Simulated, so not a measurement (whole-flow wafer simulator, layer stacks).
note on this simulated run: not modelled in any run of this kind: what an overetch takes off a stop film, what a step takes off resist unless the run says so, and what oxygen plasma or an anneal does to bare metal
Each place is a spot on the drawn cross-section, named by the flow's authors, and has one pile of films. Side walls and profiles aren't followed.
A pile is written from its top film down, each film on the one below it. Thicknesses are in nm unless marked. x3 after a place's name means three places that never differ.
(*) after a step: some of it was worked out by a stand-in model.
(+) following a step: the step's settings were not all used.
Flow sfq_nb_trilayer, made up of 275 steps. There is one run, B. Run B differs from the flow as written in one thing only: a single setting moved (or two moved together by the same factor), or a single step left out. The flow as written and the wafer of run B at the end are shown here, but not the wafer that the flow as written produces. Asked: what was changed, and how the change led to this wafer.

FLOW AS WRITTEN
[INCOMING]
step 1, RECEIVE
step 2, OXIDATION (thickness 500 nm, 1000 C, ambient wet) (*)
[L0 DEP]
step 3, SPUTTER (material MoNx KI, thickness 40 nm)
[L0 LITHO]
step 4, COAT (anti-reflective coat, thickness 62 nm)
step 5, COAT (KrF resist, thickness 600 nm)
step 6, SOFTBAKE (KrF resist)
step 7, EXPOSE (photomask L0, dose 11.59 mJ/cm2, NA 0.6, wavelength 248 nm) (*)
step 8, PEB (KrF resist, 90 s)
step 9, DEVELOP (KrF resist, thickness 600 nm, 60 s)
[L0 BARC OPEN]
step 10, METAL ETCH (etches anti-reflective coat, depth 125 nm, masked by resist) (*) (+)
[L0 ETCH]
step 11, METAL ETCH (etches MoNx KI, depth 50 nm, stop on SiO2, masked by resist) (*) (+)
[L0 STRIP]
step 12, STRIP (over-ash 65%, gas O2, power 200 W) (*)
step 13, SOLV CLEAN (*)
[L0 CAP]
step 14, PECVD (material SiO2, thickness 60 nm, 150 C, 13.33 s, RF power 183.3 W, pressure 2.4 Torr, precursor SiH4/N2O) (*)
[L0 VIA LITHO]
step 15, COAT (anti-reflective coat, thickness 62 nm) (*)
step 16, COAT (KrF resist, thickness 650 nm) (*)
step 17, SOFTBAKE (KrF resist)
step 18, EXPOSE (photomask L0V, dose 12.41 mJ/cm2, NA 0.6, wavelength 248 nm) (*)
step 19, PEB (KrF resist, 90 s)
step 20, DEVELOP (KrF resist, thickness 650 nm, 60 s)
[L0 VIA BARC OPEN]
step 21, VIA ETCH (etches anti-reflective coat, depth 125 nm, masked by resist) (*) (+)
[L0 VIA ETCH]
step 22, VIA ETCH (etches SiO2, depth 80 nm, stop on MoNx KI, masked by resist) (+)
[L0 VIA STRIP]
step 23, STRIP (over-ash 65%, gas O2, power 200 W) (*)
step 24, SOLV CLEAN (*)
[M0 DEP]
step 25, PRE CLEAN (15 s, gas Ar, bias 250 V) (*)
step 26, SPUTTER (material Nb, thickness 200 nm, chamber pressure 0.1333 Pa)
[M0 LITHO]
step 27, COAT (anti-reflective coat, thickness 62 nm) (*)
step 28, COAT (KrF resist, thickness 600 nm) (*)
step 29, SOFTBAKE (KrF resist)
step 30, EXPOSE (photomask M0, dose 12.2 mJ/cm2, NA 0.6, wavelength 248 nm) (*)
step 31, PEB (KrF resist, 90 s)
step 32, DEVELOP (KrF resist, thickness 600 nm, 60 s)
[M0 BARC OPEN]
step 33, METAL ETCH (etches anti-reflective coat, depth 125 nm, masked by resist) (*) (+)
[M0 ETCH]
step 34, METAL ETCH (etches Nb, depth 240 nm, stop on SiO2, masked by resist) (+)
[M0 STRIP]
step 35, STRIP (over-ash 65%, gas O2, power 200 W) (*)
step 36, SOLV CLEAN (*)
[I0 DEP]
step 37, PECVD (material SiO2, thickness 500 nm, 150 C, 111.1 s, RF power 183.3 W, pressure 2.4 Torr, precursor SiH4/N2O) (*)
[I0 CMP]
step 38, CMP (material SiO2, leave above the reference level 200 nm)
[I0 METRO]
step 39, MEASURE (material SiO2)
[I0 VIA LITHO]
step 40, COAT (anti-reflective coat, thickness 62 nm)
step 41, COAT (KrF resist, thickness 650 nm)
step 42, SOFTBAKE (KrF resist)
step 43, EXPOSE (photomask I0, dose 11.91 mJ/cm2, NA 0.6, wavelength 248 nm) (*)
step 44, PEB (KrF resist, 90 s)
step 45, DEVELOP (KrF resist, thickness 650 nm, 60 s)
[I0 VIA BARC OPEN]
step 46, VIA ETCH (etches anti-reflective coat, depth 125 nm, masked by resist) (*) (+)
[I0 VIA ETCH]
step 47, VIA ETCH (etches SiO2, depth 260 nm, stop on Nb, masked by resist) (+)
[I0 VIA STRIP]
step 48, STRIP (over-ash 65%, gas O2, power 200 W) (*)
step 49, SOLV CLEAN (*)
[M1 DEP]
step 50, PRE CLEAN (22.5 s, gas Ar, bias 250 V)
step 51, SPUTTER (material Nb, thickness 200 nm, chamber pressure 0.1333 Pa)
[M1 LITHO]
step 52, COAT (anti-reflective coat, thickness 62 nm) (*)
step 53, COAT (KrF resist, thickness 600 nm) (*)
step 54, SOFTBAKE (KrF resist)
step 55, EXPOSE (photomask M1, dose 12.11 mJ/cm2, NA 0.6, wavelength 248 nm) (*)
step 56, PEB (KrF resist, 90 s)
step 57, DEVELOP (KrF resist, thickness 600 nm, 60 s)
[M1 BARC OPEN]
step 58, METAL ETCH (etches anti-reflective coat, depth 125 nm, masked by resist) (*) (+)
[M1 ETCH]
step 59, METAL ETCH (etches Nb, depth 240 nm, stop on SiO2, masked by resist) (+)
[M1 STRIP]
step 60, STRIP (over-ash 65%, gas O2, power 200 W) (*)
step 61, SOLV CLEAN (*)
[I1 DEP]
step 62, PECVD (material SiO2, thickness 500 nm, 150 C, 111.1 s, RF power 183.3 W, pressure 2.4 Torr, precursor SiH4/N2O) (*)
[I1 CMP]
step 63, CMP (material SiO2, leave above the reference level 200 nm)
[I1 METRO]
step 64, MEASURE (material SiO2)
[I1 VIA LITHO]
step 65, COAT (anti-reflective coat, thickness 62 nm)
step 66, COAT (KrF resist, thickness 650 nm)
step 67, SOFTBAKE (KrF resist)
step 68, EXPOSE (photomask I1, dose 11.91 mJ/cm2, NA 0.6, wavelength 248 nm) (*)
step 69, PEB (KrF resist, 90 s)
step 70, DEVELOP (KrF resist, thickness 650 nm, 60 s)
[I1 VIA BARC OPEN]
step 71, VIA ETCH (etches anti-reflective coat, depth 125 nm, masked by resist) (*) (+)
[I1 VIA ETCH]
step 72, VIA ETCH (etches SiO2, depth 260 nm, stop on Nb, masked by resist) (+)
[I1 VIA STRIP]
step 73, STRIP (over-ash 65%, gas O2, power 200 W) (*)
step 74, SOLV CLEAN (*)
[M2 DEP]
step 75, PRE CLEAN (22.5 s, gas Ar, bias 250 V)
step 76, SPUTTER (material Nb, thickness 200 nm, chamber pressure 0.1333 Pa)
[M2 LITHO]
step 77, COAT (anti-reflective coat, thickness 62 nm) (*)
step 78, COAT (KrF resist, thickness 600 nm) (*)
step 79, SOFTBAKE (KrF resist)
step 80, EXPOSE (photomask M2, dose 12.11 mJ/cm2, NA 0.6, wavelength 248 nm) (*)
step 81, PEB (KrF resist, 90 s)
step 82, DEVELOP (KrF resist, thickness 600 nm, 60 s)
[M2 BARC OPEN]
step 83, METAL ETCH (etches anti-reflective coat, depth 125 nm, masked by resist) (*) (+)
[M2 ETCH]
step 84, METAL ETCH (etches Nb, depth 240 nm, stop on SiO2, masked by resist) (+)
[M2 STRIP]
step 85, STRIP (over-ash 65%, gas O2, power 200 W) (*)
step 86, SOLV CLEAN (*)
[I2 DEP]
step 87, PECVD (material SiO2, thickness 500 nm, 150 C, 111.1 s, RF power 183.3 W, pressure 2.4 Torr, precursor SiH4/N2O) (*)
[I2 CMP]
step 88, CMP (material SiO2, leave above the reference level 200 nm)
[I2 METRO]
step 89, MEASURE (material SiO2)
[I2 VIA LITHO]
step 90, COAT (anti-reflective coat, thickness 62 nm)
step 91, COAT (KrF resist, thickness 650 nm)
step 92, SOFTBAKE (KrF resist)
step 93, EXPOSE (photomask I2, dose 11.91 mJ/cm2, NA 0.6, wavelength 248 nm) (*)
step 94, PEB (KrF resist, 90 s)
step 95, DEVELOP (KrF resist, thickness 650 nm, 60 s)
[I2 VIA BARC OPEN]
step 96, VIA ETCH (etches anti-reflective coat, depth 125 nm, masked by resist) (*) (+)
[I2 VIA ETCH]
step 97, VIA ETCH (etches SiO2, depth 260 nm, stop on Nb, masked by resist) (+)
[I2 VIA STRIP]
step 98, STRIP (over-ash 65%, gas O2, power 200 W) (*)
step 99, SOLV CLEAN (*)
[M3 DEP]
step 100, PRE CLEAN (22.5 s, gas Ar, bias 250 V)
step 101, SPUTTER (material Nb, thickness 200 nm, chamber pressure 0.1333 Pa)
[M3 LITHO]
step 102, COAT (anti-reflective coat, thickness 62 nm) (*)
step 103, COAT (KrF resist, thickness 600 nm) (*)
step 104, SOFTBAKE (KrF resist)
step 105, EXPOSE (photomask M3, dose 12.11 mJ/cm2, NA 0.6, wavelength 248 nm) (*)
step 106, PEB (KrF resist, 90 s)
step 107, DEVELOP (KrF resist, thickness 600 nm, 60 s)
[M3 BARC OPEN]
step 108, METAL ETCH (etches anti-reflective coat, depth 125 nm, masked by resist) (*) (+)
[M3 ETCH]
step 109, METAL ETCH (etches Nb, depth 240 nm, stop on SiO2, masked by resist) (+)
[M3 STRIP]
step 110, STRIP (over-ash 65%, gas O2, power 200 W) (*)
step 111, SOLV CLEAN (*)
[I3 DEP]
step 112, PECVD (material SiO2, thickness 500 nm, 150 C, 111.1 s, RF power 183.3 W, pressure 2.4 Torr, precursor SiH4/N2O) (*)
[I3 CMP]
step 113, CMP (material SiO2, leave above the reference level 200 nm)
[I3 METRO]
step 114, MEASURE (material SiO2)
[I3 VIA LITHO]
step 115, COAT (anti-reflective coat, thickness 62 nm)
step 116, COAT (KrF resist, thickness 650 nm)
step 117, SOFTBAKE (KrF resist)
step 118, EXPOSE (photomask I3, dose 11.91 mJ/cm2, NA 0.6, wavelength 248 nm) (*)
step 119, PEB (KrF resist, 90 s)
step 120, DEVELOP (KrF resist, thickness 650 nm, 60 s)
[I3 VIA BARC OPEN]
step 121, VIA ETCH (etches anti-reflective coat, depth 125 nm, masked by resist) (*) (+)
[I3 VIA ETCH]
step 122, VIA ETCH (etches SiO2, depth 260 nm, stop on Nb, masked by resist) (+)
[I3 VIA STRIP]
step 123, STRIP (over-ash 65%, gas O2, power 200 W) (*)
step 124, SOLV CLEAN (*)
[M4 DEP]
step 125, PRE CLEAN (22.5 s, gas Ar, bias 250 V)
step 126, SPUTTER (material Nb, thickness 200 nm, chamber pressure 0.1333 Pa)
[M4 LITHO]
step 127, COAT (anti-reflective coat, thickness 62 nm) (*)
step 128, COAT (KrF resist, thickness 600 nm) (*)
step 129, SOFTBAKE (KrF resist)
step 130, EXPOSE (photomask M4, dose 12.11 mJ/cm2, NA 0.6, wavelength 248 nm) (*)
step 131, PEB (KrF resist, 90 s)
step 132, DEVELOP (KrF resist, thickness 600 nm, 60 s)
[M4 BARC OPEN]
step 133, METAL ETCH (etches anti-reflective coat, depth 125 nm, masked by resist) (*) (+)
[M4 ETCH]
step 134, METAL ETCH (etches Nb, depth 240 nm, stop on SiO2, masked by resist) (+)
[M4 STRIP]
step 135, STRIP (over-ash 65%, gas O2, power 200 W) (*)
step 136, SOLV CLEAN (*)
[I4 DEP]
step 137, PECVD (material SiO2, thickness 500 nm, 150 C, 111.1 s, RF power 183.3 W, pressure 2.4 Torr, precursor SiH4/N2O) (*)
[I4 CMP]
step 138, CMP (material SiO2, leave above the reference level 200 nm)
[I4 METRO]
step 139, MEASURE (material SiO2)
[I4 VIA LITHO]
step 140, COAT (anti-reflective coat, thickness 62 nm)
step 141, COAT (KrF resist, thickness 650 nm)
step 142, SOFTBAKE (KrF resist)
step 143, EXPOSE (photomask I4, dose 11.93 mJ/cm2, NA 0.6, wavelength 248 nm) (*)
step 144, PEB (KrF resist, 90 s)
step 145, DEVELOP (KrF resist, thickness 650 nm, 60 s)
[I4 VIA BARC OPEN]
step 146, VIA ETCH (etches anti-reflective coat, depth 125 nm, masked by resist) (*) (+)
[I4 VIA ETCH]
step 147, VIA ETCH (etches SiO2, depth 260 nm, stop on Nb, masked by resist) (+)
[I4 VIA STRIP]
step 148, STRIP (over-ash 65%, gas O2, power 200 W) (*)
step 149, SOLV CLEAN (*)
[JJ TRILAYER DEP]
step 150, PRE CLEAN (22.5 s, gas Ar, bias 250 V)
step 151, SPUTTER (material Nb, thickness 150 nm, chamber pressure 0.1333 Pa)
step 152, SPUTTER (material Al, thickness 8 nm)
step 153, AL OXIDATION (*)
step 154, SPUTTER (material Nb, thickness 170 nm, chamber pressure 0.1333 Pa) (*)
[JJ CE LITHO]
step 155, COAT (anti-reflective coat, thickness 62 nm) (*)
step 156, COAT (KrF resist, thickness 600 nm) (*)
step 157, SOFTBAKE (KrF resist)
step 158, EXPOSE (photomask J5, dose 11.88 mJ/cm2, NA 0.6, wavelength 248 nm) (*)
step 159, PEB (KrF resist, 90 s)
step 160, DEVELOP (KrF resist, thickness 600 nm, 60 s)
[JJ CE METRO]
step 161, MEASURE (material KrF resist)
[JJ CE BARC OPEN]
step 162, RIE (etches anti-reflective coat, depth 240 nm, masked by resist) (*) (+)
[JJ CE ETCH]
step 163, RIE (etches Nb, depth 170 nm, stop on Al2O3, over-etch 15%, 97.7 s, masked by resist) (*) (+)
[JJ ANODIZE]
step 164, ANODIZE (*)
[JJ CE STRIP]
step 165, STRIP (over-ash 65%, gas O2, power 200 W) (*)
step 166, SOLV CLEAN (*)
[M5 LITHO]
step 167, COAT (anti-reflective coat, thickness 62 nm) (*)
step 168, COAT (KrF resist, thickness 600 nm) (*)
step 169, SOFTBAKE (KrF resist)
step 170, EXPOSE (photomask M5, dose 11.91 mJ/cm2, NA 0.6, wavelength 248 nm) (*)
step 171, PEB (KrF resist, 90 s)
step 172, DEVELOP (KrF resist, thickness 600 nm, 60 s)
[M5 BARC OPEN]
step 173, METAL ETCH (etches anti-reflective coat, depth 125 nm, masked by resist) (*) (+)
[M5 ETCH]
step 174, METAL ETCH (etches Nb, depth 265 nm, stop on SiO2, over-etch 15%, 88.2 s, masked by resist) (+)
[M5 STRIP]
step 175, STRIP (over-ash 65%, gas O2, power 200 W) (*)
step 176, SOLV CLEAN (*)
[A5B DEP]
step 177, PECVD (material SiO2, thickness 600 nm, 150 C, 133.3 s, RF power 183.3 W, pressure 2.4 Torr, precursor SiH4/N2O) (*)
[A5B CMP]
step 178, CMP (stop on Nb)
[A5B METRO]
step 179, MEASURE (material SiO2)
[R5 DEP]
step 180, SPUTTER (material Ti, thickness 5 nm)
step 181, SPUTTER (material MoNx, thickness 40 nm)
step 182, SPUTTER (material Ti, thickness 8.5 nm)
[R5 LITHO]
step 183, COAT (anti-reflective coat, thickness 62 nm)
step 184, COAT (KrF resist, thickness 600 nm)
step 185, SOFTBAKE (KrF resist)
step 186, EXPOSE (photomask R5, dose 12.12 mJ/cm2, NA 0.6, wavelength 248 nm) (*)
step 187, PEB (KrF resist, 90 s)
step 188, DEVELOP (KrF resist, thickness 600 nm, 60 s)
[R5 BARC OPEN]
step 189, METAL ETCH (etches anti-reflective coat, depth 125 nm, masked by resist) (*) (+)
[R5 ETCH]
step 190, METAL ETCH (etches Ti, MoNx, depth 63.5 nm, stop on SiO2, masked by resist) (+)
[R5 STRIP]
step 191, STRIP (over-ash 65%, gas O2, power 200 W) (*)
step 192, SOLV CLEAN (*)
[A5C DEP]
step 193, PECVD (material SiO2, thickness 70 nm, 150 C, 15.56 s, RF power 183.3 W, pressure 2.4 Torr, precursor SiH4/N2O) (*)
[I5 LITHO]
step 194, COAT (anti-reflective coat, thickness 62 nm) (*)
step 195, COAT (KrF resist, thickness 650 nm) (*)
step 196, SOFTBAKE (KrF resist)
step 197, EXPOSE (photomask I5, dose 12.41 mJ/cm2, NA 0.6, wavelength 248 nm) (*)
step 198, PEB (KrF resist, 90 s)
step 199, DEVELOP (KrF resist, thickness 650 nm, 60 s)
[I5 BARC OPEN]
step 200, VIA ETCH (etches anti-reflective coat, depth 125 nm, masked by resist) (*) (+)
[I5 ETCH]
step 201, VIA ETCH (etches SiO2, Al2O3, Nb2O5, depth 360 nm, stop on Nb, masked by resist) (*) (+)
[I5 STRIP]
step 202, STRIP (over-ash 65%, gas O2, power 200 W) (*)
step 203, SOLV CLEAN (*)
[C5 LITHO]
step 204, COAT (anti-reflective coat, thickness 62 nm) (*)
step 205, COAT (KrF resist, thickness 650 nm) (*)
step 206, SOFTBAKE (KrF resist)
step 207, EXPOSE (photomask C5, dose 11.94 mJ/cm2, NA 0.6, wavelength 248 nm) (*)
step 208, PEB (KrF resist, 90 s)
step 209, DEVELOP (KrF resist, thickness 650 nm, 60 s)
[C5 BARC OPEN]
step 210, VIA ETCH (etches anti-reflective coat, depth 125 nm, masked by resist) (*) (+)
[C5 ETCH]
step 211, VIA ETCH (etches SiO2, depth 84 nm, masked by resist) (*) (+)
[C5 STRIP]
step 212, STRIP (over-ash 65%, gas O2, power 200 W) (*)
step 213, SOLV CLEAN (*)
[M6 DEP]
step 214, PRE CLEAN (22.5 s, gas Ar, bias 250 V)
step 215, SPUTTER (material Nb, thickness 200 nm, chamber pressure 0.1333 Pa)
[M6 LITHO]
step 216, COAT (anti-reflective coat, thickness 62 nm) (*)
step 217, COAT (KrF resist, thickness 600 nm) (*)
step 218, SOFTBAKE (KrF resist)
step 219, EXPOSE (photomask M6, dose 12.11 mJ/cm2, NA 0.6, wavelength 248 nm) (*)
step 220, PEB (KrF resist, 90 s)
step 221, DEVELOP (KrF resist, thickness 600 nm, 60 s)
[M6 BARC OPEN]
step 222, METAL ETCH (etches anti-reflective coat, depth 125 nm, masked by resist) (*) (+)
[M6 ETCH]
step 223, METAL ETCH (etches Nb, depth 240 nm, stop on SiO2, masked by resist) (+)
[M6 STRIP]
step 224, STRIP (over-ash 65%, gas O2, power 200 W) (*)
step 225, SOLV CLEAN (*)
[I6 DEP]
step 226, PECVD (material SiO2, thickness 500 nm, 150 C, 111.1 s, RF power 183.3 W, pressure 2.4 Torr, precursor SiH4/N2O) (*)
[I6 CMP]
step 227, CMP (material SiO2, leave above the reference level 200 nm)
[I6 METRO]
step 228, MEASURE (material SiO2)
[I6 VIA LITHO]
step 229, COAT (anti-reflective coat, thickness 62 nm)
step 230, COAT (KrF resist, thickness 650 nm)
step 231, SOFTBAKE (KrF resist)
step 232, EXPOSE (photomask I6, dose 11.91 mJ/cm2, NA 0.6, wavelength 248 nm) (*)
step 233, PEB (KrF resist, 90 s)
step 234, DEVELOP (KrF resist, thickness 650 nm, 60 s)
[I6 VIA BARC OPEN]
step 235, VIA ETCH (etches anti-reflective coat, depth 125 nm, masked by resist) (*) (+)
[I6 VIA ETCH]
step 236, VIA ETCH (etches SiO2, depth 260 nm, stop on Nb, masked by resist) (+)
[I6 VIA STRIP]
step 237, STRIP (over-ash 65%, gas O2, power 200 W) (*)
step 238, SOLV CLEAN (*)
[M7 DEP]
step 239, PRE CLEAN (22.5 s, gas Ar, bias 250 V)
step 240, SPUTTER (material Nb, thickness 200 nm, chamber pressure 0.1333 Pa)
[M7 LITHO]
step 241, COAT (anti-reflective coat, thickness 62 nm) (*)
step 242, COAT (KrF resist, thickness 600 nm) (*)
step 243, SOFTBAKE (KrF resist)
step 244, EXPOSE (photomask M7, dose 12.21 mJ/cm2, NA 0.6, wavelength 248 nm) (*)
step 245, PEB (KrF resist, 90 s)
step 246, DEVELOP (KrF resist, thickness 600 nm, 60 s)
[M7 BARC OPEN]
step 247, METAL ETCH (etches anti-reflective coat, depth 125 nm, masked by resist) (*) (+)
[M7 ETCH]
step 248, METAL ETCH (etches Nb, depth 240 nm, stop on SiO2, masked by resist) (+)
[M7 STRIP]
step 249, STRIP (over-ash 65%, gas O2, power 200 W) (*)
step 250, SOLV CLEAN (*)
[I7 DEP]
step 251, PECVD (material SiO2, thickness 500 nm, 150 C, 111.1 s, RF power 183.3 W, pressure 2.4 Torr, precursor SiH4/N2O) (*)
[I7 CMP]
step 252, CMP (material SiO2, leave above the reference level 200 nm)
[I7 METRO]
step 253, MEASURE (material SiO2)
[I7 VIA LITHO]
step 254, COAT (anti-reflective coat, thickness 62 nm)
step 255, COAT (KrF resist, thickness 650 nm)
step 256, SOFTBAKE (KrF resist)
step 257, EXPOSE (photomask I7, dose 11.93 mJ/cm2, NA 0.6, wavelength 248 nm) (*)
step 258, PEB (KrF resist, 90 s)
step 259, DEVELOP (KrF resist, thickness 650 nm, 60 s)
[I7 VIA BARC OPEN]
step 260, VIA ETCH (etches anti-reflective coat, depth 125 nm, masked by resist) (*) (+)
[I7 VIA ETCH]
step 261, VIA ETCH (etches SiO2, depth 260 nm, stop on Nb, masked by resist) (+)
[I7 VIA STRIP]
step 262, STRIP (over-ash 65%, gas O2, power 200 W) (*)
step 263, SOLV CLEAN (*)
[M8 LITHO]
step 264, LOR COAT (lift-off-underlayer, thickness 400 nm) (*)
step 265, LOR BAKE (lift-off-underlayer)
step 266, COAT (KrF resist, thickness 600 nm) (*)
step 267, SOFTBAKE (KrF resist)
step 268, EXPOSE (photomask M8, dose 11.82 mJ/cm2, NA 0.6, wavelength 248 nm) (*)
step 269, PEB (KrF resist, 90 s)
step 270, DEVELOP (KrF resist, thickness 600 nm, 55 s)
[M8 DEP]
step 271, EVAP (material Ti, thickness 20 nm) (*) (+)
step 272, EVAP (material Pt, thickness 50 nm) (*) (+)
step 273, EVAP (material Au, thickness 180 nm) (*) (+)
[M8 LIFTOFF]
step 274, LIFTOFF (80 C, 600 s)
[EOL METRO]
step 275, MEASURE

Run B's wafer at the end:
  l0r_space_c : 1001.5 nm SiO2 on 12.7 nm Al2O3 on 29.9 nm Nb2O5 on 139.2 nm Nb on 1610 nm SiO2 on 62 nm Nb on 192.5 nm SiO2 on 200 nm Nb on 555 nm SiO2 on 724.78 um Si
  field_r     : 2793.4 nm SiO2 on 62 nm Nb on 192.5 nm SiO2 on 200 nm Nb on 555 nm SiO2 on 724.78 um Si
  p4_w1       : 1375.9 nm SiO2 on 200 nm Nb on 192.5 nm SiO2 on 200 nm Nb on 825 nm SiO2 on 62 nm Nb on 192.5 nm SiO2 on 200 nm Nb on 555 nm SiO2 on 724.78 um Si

Cause: step 51, SPUTTER: thickness 302 nm was run, while the flow as written has thickness 200 nm.

Step by step, how the change led to this:
  step 51, SPUTTER (material Nb, thickness 200 nm, chamber pressure 0.1333 Pa)
      field_l, v_sur, via_wl and 102 more: Nb gains 302 (new film) (in the flow as written it would be: Nb gains 200 (new film))
      via_w: Nb gains 265.1 (in the flow as written it would be: Nb gains 174.5)
  step 52, COAT (anti-reflective coat, thickness 62 nm) (*)
      via_wr: anti-reflective coat gains 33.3 (new film) (in the flow as written it would be: anti-reflective coat gains 34.9 (new film))
  step 59, METAL ETCH (etches Nb, depth 240 nm, stop on SiO2, masked by resist) (+)
      field_l, be, be_sur and 79 more: Nb loses 240 (in the flow as written it would be: Nb loses 200 (all of it))
  step 60, STRIP (over-ash 65%, gas O2, power 200 W) (*)
      via_wr: KrF resist loses 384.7 (all of it), anti-reflective coat loses 33.3 (all of it) (in the flow as written it would be: KrF resist loses 384.4 (all of it), anti-reflective coat loses 34.9 (all of it))
  step 62, PECVD (material SiO2, thickness 500 nm, 150 C, 111.1 s, RF power 183.3 W, pressure 2.4 Torr, precursor SiH4/N2O) (*)
      field_l, be, be_sur and 72 more: SiO2 gains 500 (new film) (in the flow as written it would be: SiO2 gains 500)
      lsp_m, ln_m6, lsp_r, l0_sur, l0v: SiO2 gains 493.9 (new film) (in the flow as written it would be: SiO2 gains 494.9)
      (and at 3 other places as well)
  step 63, CMP (material SiO2, leave above the reference level 200 nm)
      field_l, be, be_sur and 72 more: SiO2 loses 60 (in the flow as written it would be: SiO2 loses 100)
      lsp_m, ln_m6, lsp_r, l0_sur, l0v: SiO2 loses 53.9 (in the flow as written it would be: SiO2 loses 94.9)
      (and at 1 other place as well)
If metal films that touch count as one body, l0r_space_c has 3 bodies (between them, from the top down: SiO2 1610; SiO2 192.5); the flow as written gives 2 bodies (between them, from the top down: SiO2 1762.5).
If metal films that touch count as one body, field_r has 2 bodies (between them, from the top down: SiO2 192.5); the flow as written gives 1 body.
If metal films that touch count as one body, p4_w1 has 4 bodies (between them, from the top down: SiO2 192.5; SiO2 825; SiO2 192.5); the flow as written gives 3 bodies (between them, from the top down: SiO2 192.5; SiO2 977.5).
